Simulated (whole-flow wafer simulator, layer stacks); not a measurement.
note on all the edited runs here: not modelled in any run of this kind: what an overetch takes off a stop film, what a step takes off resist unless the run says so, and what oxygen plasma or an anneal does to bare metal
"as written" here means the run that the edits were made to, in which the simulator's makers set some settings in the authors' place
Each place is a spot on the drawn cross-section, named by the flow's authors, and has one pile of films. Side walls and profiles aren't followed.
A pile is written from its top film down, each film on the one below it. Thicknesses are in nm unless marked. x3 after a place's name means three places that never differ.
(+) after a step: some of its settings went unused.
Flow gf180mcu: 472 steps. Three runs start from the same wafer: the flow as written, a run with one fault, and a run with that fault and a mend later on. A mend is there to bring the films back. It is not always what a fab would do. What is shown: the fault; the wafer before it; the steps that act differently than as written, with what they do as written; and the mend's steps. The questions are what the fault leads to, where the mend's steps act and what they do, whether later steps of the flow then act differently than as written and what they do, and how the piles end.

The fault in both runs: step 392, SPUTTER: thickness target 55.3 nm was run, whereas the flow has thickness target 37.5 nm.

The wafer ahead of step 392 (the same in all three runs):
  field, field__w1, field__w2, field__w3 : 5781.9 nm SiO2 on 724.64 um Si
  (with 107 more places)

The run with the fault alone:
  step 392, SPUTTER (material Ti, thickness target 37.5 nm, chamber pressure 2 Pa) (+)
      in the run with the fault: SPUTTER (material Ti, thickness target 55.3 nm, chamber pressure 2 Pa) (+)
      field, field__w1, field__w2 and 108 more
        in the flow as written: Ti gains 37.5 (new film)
        in the run with the fault: Ti gains 55.3 (new film)
  Later steps of the flow acting differently than as written (1 more step, not shown, differs only slightly: by at most 2% or 0.5 nm, whichever is larger):
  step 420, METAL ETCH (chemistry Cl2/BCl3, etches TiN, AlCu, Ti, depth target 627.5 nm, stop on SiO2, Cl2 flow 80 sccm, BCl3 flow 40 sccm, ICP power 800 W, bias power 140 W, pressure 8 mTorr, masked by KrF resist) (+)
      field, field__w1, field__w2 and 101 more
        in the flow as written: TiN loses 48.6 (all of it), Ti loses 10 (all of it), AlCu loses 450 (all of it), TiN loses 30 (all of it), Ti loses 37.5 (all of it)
        in the run with the fault: TiN loses 48.6 (all of it), Ti loses 10 (all of it), AlCu loses 450 (all of it), TiN loses 30 (all of it), Ti loses 55.3 (all of it)
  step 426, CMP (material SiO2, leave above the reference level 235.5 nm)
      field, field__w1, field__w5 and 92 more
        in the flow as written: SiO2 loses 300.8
        in the run with the fault: SiO2 loses 283
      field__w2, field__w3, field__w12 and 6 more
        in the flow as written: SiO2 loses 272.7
        in the run with the fault: SiO2 loses 254.1
  At field__w4, field__w8, contact, m1, m1__w1, mim, mim_1p0, m1_nw, the piles at the end differ from the flow's by more than 2% or 0.5 nm, whichever is larger.
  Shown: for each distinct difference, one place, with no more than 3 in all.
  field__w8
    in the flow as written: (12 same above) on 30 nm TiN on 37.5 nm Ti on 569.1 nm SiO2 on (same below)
    in the run with the fault: (12 same above) on 30 nm TiN on 55.3 nm Ti on 569.1 nm SiO2 on (same below)
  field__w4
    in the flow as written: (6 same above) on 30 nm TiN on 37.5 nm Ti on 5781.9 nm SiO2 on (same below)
    in the run with the fault: (6 same above) on 30 nm TiN on 55.3 nm Ti on 5781.9 nm SiO2 on (same below)
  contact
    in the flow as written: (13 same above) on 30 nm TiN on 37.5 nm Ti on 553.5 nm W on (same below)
    in the run with the fault: (13 same above) on 30 nm TiN on 55.3 nm Ti on 553.5 nm W on (same below)

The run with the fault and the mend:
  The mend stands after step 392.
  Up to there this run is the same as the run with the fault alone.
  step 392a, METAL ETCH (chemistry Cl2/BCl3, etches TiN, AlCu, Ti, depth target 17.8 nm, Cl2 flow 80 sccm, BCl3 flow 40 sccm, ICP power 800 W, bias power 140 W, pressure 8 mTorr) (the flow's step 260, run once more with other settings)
      field, field__w1, field__w2 and 108 more
        Ti loses 17.8
  None of the later steps of the flow acts differently than as written at any place that is followed.
  The piles end the same as the flow's at every place that both follow.
